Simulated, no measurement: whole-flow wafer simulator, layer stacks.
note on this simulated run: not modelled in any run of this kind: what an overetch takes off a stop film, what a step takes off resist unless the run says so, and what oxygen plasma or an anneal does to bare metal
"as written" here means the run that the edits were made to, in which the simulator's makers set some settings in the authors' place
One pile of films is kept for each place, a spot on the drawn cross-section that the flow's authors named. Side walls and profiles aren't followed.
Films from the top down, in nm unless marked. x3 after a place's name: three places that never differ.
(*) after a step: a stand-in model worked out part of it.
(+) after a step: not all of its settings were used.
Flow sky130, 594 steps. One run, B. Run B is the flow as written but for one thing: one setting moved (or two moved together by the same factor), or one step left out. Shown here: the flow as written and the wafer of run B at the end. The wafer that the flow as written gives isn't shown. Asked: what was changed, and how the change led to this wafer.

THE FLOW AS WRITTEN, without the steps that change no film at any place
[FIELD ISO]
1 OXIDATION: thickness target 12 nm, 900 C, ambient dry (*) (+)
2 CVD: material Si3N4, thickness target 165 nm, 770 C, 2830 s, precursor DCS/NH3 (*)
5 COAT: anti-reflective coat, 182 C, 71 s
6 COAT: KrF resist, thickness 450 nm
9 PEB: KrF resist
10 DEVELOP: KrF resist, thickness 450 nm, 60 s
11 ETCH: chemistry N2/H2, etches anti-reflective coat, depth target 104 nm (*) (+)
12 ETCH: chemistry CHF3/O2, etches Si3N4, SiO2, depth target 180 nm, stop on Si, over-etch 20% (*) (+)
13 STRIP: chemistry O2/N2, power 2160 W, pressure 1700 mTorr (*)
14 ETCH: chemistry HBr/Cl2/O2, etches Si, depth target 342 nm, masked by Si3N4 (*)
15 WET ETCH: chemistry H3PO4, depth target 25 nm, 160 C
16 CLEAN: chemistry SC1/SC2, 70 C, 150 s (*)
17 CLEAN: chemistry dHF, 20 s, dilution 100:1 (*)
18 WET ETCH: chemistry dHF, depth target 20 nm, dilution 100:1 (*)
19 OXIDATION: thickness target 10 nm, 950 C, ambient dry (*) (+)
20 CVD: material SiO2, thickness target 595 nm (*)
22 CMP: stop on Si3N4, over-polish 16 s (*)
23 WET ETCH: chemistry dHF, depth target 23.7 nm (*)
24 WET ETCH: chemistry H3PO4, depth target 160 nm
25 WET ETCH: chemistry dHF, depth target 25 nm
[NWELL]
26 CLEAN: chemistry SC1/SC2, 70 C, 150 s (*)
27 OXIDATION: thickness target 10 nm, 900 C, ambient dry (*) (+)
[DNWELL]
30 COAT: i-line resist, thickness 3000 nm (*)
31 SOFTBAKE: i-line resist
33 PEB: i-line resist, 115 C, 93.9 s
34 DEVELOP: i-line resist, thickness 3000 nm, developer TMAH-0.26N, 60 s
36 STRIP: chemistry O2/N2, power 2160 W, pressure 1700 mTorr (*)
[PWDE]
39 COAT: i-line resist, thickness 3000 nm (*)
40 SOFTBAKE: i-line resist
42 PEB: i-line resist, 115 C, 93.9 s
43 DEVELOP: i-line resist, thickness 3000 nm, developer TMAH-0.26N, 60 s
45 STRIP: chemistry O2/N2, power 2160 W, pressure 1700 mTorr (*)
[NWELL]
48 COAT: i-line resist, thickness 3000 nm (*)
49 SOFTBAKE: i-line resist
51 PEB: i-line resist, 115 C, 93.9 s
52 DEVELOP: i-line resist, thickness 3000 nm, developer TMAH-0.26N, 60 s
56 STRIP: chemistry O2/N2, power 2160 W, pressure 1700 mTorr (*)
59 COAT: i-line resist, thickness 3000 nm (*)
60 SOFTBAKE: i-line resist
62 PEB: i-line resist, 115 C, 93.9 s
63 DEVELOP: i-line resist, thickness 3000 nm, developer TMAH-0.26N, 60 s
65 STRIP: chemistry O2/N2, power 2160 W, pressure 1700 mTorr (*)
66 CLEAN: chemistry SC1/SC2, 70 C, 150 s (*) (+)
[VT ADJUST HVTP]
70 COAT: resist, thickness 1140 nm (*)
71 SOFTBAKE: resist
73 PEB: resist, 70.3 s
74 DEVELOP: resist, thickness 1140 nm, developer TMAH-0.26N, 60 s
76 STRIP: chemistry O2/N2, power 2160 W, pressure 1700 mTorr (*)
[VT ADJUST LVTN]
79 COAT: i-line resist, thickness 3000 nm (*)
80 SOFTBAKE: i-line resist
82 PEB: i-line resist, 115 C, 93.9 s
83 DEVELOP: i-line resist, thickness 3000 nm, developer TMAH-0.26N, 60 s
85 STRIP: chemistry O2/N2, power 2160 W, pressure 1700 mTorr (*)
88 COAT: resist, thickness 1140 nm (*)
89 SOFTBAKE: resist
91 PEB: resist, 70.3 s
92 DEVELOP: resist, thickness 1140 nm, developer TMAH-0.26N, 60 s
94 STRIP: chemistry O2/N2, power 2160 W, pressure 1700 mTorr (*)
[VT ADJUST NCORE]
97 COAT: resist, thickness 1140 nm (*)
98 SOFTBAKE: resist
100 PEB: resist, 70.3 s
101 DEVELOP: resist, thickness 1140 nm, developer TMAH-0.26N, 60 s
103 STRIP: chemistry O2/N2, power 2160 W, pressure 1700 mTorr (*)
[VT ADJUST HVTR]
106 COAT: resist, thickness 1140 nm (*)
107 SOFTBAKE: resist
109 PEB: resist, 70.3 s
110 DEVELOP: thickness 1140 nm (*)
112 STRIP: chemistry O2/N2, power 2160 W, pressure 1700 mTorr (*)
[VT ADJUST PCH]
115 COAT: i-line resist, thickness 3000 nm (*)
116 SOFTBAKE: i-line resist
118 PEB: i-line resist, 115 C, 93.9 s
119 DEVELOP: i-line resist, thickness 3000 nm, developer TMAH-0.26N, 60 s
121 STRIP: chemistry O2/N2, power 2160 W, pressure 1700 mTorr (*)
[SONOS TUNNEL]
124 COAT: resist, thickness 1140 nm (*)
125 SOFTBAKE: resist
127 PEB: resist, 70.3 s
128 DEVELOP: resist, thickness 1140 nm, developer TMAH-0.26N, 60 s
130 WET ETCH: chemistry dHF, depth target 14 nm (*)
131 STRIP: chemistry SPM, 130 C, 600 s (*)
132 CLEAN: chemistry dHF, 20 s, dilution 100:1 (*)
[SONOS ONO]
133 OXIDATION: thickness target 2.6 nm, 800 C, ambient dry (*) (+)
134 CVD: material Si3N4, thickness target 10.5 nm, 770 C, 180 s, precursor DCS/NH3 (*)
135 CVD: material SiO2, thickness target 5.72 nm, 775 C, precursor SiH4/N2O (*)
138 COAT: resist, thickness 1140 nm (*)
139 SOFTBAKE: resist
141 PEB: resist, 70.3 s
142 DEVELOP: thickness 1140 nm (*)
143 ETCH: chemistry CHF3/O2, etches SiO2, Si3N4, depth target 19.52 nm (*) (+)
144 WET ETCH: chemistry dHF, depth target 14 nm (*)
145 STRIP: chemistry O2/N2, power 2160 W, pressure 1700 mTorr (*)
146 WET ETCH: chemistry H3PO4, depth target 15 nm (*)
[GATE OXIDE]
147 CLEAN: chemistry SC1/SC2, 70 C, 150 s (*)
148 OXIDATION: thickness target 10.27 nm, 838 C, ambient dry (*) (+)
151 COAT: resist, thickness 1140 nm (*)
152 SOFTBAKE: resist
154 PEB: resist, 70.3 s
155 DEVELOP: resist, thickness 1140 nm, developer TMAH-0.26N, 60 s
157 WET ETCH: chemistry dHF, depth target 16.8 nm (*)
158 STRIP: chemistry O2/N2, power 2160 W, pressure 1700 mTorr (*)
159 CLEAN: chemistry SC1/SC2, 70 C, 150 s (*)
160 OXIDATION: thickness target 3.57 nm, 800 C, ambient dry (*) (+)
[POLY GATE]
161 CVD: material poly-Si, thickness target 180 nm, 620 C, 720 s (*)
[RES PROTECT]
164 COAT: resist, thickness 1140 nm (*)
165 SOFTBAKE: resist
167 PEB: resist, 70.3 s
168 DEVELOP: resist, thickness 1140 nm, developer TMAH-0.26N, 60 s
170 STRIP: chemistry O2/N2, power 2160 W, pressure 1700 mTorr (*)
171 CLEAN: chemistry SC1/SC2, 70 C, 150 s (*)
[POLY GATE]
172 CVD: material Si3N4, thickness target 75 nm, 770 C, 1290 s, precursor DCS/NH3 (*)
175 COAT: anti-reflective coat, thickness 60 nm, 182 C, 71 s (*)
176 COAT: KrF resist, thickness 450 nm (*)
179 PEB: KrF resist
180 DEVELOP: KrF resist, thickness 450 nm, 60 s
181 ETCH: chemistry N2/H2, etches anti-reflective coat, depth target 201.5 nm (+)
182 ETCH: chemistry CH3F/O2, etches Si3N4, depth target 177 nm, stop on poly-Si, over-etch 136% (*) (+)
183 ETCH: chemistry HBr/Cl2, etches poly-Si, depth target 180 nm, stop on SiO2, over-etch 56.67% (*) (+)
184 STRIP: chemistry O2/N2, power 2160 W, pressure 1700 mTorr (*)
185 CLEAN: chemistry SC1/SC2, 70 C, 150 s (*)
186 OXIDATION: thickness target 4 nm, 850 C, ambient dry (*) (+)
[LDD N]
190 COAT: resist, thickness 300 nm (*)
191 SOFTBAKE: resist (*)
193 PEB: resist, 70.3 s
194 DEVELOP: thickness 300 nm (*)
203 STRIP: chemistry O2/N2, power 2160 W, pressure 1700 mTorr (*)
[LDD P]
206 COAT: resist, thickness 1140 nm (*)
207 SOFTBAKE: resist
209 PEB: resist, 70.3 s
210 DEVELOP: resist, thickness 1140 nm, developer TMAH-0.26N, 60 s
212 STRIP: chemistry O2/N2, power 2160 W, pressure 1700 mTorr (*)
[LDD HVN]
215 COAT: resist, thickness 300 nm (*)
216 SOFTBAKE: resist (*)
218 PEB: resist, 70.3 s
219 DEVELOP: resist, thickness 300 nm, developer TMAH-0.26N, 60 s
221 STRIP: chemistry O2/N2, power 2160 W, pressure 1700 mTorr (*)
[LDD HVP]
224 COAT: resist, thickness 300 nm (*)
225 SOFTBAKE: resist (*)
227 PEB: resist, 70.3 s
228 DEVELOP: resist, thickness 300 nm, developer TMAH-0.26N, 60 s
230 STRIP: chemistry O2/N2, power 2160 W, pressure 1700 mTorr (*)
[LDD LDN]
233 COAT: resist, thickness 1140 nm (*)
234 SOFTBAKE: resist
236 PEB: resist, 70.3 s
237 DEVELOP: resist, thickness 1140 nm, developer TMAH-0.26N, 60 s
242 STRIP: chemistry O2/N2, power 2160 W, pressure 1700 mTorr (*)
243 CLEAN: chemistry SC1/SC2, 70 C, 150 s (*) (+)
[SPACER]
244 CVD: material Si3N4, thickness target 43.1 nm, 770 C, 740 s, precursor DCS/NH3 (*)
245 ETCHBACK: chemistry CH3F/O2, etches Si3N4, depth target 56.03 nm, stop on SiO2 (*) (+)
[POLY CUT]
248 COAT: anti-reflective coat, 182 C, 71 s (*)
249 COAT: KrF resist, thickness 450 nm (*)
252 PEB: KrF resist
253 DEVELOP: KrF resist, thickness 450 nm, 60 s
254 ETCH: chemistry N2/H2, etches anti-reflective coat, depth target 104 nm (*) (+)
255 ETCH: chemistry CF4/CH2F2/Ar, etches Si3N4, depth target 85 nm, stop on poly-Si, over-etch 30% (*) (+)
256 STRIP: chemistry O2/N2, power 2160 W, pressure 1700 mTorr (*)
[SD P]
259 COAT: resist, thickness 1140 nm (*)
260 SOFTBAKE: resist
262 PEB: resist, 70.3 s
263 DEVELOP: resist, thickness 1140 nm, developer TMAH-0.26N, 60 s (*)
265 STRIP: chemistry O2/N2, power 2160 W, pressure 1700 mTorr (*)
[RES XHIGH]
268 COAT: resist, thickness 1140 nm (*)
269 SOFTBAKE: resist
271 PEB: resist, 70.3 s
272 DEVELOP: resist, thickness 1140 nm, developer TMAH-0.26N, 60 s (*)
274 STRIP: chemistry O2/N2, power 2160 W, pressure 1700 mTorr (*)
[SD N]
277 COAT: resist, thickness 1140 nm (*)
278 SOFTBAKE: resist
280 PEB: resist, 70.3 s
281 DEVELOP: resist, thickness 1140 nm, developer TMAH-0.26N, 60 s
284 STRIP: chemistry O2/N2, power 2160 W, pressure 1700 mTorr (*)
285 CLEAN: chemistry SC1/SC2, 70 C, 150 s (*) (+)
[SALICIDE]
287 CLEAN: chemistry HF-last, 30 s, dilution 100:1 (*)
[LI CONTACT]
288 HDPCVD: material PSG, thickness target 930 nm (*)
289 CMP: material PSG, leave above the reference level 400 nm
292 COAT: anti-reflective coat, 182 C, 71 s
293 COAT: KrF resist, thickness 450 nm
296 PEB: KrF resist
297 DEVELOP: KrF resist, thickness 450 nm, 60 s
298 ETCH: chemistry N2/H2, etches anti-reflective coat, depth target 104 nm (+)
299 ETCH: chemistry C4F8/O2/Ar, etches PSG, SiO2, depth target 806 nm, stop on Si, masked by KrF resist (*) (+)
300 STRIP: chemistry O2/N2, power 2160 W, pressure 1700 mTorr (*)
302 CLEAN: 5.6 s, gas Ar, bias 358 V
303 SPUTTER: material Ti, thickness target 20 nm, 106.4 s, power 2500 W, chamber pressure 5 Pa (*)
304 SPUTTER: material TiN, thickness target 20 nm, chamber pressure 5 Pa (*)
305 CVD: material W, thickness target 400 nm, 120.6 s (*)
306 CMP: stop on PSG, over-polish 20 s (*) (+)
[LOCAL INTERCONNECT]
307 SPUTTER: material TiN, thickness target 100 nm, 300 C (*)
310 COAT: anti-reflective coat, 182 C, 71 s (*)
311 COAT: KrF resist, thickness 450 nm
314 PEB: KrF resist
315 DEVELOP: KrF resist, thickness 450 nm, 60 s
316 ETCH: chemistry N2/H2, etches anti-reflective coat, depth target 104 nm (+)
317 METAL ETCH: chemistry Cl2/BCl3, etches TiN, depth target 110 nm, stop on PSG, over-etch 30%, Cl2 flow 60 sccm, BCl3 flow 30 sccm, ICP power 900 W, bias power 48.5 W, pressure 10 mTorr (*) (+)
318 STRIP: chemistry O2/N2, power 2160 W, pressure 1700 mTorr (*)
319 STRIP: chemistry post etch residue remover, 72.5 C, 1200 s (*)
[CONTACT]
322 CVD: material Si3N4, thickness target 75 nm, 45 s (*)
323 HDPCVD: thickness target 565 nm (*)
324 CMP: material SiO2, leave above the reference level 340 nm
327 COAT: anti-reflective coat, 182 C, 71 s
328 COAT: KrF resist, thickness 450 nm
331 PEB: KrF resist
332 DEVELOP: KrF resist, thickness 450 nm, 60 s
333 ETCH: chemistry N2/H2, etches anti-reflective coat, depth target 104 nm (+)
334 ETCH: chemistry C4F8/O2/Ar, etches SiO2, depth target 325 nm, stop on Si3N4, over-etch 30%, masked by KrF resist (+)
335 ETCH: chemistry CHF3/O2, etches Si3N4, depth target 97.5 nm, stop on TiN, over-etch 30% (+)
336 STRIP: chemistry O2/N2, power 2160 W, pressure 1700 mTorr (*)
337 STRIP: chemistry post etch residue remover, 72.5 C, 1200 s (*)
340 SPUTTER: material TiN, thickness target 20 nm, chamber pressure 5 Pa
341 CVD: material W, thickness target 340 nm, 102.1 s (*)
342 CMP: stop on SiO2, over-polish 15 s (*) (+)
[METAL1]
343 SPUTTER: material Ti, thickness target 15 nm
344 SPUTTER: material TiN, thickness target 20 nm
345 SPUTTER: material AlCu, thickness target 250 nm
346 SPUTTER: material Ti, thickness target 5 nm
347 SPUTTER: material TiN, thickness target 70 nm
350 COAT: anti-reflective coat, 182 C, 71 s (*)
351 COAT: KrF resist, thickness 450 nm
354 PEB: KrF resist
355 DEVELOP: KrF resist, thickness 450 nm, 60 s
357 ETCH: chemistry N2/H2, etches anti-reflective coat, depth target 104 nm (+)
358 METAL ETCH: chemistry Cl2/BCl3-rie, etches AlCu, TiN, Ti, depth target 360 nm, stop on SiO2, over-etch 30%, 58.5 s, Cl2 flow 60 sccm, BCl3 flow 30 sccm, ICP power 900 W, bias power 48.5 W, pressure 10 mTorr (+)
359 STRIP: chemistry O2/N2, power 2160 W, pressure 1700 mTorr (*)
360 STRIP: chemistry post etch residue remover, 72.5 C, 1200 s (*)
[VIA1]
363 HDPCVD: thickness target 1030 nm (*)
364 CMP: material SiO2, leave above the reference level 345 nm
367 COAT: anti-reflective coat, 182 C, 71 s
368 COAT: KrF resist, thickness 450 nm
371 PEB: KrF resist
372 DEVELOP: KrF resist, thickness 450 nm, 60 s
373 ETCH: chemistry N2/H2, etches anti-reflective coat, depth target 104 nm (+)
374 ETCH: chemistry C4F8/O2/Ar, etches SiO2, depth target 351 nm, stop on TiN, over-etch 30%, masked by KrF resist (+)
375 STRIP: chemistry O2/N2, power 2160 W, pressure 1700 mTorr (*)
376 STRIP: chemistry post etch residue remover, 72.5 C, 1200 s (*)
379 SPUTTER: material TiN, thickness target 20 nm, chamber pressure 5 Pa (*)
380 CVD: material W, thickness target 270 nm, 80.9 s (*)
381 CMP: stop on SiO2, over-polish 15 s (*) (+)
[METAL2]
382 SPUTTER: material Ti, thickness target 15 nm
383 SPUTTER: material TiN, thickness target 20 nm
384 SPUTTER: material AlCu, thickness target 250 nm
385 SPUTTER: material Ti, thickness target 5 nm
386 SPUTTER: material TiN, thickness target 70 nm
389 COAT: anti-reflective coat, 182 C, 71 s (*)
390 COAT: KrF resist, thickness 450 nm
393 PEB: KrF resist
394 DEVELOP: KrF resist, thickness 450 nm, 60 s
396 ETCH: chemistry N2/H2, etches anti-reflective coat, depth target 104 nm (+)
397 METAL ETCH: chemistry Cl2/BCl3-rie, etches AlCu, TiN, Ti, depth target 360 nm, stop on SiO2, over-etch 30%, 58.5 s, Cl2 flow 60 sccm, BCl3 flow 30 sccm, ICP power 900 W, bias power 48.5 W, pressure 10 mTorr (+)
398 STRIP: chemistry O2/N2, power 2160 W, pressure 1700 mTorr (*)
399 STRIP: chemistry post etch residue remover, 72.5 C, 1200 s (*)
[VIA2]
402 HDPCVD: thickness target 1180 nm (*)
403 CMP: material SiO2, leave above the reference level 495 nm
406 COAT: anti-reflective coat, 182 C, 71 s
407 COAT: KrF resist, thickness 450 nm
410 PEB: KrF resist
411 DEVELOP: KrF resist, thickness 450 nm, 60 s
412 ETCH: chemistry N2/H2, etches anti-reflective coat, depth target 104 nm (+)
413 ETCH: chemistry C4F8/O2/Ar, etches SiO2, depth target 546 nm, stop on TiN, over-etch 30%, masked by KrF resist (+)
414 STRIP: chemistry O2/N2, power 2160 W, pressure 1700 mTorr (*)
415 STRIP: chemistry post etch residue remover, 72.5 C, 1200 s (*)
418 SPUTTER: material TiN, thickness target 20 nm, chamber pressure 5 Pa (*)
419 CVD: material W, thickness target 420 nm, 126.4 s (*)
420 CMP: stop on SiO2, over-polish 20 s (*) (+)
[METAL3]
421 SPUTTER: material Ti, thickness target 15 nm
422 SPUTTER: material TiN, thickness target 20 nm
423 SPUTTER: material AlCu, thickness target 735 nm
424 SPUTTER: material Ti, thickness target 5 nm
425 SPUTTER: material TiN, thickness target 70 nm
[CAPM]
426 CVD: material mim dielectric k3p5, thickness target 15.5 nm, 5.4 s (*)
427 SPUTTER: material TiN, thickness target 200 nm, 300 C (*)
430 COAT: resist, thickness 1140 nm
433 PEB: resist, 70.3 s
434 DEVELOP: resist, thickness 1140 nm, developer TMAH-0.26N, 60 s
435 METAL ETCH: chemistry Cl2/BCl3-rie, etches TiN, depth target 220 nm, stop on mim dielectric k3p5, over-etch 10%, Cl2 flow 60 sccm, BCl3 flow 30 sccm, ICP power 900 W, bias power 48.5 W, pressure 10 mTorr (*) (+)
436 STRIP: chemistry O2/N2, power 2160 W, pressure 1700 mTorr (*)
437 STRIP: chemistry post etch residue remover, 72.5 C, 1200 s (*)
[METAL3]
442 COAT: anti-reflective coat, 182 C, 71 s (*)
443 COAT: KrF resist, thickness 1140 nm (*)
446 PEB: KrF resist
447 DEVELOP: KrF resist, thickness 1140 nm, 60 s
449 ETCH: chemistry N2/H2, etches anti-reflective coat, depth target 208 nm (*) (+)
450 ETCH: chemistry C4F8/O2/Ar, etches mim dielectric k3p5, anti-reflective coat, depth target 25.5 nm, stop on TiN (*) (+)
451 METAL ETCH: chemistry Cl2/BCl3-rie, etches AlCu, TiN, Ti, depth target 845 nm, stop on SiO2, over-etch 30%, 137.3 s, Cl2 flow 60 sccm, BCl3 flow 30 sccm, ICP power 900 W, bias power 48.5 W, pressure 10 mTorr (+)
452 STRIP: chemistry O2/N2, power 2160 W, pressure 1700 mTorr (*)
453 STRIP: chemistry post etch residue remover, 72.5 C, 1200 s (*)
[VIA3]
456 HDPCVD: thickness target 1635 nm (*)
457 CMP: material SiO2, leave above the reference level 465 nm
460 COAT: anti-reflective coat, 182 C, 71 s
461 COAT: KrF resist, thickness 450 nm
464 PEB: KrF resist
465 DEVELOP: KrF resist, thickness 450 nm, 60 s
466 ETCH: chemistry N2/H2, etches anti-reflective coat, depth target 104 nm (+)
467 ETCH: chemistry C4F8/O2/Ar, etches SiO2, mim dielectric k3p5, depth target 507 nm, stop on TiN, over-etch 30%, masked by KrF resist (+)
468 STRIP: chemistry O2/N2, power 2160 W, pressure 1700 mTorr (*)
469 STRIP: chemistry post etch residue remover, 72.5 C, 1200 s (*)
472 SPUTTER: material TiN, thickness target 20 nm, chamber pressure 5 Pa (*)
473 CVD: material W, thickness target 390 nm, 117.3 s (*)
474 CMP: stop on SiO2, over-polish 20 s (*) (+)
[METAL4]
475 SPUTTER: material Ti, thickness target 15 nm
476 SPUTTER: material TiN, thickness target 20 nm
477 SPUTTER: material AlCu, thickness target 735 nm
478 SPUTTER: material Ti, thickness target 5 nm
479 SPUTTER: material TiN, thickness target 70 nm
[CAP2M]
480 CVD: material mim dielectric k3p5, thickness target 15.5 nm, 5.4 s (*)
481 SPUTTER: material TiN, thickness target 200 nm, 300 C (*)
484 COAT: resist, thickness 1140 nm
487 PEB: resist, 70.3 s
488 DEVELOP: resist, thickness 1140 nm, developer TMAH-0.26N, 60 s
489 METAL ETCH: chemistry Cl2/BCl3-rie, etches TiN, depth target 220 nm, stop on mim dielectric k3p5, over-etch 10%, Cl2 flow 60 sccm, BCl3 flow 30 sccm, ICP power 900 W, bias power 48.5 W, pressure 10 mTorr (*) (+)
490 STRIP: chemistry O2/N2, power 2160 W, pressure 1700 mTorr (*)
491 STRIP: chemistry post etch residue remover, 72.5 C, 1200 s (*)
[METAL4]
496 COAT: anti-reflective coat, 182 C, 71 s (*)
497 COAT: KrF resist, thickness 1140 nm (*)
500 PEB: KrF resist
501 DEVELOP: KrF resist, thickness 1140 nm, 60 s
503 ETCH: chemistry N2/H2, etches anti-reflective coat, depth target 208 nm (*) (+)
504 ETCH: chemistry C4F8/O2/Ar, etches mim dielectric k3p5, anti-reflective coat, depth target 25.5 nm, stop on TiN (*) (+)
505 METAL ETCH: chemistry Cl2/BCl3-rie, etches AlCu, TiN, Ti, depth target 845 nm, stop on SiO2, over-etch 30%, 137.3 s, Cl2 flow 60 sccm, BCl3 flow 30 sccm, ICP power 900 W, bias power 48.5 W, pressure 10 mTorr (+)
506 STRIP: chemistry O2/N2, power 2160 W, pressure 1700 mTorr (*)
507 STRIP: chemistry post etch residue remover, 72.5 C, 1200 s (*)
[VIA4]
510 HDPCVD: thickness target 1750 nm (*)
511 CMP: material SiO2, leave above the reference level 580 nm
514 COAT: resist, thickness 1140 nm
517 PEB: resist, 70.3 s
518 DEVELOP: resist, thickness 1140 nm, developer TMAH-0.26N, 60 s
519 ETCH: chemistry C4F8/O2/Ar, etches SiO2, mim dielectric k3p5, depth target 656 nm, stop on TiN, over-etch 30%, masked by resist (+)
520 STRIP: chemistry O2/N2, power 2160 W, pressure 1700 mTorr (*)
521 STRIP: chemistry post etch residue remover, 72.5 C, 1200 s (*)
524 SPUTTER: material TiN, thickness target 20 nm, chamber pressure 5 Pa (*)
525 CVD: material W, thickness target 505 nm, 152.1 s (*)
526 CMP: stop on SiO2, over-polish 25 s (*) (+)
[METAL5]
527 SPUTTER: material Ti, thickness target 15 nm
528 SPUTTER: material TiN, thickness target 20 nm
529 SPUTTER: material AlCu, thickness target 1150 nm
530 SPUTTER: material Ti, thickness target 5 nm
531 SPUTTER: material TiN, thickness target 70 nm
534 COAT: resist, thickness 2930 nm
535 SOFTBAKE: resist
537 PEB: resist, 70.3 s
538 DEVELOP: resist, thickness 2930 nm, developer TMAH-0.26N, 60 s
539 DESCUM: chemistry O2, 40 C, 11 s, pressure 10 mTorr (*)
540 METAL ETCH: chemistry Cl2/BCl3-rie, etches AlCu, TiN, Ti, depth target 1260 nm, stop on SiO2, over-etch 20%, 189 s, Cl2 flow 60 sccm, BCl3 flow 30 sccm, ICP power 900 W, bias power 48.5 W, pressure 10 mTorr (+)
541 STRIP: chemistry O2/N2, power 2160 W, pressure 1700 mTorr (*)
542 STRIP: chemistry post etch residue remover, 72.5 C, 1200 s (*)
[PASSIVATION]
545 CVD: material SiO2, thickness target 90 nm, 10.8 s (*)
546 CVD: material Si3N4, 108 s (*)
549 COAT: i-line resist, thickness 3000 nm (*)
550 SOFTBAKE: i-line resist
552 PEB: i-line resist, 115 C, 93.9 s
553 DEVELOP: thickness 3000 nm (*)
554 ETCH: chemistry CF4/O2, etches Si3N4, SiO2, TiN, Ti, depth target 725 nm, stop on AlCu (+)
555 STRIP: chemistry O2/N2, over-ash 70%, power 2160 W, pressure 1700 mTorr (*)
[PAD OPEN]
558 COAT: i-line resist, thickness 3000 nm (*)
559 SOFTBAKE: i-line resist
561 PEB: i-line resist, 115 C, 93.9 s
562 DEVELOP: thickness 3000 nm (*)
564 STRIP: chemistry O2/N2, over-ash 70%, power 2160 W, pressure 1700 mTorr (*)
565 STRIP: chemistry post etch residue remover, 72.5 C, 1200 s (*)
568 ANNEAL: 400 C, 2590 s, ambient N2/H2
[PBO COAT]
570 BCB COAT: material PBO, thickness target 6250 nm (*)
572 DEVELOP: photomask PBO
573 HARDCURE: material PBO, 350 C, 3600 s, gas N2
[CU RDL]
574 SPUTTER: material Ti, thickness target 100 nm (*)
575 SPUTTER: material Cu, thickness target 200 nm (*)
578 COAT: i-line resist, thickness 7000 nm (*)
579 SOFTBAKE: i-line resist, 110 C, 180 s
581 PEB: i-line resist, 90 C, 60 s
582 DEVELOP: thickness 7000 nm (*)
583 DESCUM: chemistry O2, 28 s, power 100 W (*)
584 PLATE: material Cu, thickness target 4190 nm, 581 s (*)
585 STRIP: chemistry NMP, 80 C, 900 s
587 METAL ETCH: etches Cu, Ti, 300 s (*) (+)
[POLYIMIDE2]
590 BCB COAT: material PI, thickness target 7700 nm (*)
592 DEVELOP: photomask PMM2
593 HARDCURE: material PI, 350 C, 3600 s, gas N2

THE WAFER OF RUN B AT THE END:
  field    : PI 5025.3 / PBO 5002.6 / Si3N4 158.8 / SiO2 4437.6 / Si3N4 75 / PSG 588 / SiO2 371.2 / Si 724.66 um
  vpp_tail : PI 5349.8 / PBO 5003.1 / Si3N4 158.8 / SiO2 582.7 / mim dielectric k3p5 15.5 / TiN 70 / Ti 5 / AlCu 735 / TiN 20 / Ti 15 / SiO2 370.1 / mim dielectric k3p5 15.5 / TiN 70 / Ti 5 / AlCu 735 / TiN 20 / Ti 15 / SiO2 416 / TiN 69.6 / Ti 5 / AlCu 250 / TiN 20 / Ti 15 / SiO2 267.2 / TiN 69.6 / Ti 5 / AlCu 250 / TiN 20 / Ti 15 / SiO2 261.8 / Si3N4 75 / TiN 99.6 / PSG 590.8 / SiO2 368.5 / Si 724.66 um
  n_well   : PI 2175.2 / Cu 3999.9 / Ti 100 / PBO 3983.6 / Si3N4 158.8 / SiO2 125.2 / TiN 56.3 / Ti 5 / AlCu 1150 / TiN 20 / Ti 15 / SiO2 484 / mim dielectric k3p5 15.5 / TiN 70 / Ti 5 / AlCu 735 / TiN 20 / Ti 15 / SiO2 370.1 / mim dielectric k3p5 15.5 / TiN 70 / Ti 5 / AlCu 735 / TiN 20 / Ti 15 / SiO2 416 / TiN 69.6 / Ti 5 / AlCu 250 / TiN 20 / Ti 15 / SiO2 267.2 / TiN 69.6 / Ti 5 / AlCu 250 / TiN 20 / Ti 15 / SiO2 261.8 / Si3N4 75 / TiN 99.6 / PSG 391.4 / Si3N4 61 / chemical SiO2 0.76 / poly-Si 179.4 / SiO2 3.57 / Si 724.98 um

The cause: step 531, SPUTTER: thickness target 56.7 nm was run, where the flow has thickness target 70 nm.

How the change led to this, step by step:
  531 SPUTTER: material TiN, thickness target 70 nm
      field, active, n_well and 190 more: TiN +56.7 (new film) (as written it would be: TiN +70 (new film))
  540 METAL ETCH: chemistry Cl2/BCl3-rie, etches AlCu, TiN, Ti, depth target 1260 nm, stop on SiO2, over-etch 20%, 189 s, Cl2 flow 60 sccm, BCl3 flow 30 sccm, ICP power 900 W, bias power 48.5 W, pressure 10 mTorr (+)
      field, active, gate and 175 more: TiN -56.7 (all of it), Ti -5 (all of it), AlCu -1150 (all of it), TiN -20 (all of it), Ti -15 (all of it), SiO2 -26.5 (as written it would be: TiN -70 (all of it), Ti -5 (all of it), AlCu -1150 (all of it), TiN -20 (all of it), Ti -15 (all of it), SiO2 -25.2)
  554 ETCH: chemistry CF4/O2, etches Si3N4, SiO2, TiN, Ti, depth target 725 nm, stop on AlCu (+)
      field, active, n_well and 189 more: i-line resist -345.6 (as written it would be: i-line resist -358.9)
      pad: Si3N4 -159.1 (all of it), SiO2 -125.2 (all of it), TiN -56.3 (all of it), Ti -5 (all of it) (as written it would be: Si3N4 -159.1 (all of it), SiO2 -125.2 (all of it), TiN -69.6 (all of it), Ti -5 (all of it))
